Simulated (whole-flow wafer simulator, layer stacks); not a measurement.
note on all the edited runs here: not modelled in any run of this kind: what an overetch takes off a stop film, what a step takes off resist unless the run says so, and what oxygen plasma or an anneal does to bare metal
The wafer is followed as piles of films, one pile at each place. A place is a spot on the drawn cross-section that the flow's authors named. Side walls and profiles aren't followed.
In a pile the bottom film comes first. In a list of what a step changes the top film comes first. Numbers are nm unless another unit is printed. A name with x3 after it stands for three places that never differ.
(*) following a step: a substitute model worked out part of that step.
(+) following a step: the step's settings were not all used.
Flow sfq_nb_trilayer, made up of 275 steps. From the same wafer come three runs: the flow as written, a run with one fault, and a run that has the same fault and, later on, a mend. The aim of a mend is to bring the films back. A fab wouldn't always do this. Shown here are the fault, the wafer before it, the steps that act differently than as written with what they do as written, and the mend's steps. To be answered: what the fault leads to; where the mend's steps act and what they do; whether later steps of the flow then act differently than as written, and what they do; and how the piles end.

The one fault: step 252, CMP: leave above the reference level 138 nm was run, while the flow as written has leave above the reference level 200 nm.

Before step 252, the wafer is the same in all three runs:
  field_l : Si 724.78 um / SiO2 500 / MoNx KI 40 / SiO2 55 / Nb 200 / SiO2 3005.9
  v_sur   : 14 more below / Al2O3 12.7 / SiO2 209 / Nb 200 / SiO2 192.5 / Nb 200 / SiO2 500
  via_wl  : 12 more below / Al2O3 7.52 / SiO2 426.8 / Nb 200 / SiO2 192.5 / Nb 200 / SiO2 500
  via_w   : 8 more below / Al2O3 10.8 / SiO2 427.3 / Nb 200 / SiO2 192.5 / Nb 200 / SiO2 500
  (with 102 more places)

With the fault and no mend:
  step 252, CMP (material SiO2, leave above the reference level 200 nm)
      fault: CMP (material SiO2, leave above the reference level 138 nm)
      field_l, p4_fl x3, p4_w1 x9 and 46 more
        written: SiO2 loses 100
        fault: SiO2 loses 162
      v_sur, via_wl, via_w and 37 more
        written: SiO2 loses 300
        fault: SiO2 loses 362
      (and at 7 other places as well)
  Steps later in the flow that act otherwise than as written (not shown: 4 more steps that differ only slightly, by at most 2% or 0.5 nm, whichever is larger):
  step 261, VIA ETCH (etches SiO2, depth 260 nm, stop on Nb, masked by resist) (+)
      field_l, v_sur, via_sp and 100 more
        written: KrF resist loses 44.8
        fault: KrF resist loses 35.6
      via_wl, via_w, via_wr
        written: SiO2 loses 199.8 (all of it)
        fault: SiO2 loses 137.8 (all of it)
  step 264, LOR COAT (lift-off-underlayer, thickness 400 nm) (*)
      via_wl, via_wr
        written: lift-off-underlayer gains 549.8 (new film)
        fault: lift-off-underlayer gains 503.3 (new film)
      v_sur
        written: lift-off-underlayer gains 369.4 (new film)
        fault: lift-off-underlayer gains 378.9 (new film)
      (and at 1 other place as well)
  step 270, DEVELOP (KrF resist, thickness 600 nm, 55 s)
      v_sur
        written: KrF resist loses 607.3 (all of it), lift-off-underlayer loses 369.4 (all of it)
        fault: KrF resist loses 604.7 (all of it), lift-off-underlayer loses 378.9 (all of it)
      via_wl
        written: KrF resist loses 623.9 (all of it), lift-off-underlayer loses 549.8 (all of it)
        fault: KrF resist loses 616.1 (all of it), lift-off-underlayer loses 503.3 (all of it)
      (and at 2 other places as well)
  By the end, the piles at field_l, v_sur, via_sp and 100 more depart from the flow's by more than 2% or 0.5 nm, whichever is larger.
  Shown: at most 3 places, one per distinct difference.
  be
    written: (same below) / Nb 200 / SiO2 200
    fault: (same below) / Nb 200 / SiO2 138
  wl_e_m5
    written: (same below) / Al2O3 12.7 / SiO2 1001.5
    fault: (same below) / Al2O3 12.7 / SiO2 939.5
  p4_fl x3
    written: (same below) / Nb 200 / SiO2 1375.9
    fault: (same below) / Nb 200 / SiO2 1313.9

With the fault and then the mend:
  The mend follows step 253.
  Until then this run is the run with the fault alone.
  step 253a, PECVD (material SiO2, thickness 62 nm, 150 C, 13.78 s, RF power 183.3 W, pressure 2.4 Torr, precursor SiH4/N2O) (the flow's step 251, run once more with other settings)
      field_l, v_sur, via_wl and 103 more
        SiO2 gains 62
  Later steps of the flow that are run all act as written at every place that is followed.
  By the end, the piles equal the flow's at every place that both follow.
